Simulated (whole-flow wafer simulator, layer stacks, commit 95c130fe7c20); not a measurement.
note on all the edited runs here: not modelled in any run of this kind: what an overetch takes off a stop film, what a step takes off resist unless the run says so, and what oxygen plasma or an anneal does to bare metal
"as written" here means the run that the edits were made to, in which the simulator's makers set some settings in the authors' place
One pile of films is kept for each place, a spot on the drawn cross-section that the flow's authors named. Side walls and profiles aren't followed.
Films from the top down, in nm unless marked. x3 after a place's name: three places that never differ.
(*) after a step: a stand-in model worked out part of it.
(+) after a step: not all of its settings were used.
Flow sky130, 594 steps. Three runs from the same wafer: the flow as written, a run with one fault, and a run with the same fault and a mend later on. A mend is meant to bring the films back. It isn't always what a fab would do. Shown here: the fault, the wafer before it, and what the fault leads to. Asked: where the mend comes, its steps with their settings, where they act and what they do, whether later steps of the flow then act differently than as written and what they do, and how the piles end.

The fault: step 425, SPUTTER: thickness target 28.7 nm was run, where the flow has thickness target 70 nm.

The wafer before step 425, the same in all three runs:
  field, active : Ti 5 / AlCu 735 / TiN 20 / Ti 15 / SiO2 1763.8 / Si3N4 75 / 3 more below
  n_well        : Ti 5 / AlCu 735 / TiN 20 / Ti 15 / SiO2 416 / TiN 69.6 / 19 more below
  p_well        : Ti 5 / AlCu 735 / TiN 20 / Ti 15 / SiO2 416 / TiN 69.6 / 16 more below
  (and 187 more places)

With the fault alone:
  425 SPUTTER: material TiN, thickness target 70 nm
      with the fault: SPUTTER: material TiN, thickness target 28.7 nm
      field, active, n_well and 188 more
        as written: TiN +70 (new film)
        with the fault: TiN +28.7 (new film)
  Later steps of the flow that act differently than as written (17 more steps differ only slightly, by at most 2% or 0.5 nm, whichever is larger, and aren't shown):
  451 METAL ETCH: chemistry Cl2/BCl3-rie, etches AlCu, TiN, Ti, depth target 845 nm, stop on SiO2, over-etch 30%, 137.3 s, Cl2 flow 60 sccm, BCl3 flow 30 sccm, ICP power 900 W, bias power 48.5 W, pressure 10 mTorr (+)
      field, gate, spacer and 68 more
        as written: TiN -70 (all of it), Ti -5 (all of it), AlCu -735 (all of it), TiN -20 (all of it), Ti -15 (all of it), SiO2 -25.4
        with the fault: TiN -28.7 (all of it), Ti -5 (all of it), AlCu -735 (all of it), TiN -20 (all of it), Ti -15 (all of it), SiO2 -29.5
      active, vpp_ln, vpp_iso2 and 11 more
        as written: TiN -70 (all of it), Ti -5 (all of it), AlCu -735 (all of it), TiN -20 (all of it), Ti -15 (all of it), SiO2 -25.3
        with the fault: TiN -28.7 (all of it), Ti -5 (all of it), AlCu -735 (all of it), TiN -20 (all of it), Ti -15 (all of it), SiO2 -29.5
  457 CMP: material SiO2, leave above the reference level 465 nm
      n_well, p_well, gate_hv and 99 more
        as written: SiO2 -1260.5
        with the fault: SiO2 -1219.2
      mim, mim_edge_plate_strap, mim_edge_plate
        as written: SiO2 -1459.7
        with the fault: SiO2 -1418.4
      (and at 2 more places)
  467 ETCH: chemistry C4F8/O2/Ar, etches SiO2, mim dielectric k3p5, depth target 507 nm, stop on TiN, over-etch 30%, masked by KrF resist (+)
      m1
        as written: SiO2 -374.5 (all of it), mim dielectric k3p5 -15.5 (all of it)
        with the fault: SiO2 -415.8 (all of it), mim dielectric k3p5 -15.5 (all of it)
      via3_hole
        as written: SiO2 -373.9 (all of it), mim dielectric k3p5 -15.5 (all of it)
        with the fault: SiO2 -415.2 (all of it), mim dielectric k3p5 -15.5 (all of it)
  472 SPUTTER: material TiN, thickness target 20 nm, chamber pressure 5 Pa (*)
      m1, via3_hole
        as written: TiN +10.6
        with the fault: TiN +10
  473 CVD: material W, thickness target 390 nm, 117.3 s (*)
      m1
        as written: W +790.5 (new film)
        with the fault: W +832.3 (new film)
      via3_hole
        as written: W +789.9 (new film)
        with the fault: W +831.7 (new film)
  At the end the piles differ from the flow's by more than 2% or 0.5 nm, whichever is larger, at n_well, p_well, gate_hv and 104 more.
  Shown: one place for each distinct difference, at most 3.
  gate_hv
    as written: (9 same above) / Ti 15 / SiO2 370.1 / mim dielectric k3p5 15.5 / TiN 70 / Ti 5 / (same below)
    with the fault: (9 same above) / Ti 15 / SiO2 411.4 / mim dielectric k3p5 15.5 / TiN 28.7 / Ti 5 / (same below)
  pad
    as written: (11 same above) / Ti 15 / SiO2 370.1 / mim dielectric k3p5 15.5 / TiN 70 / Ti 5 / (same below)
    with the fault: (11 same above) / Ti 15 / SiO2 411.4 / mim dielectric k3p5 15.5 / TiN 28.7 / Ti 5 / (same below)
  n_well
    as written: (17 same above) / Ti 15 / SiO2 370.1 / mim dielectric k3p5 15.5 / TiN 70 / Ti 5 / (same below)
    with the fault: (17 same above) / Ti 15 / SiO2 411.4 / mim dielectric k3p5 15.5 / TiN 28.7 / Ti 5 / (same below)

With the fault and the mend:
  The mend comes after step 425.
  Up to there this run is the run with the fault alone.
  425a SPUTTER: material TiN, thickness target 41.3 nm (the flow's step 425 once more, with other settings)
      field, active, n_well and 188 more
        TiN +41.3
  No later step of the flow acts differently than as written at any place that is followed.
  At the end the piles are the same as the flow's at every place that both follow.
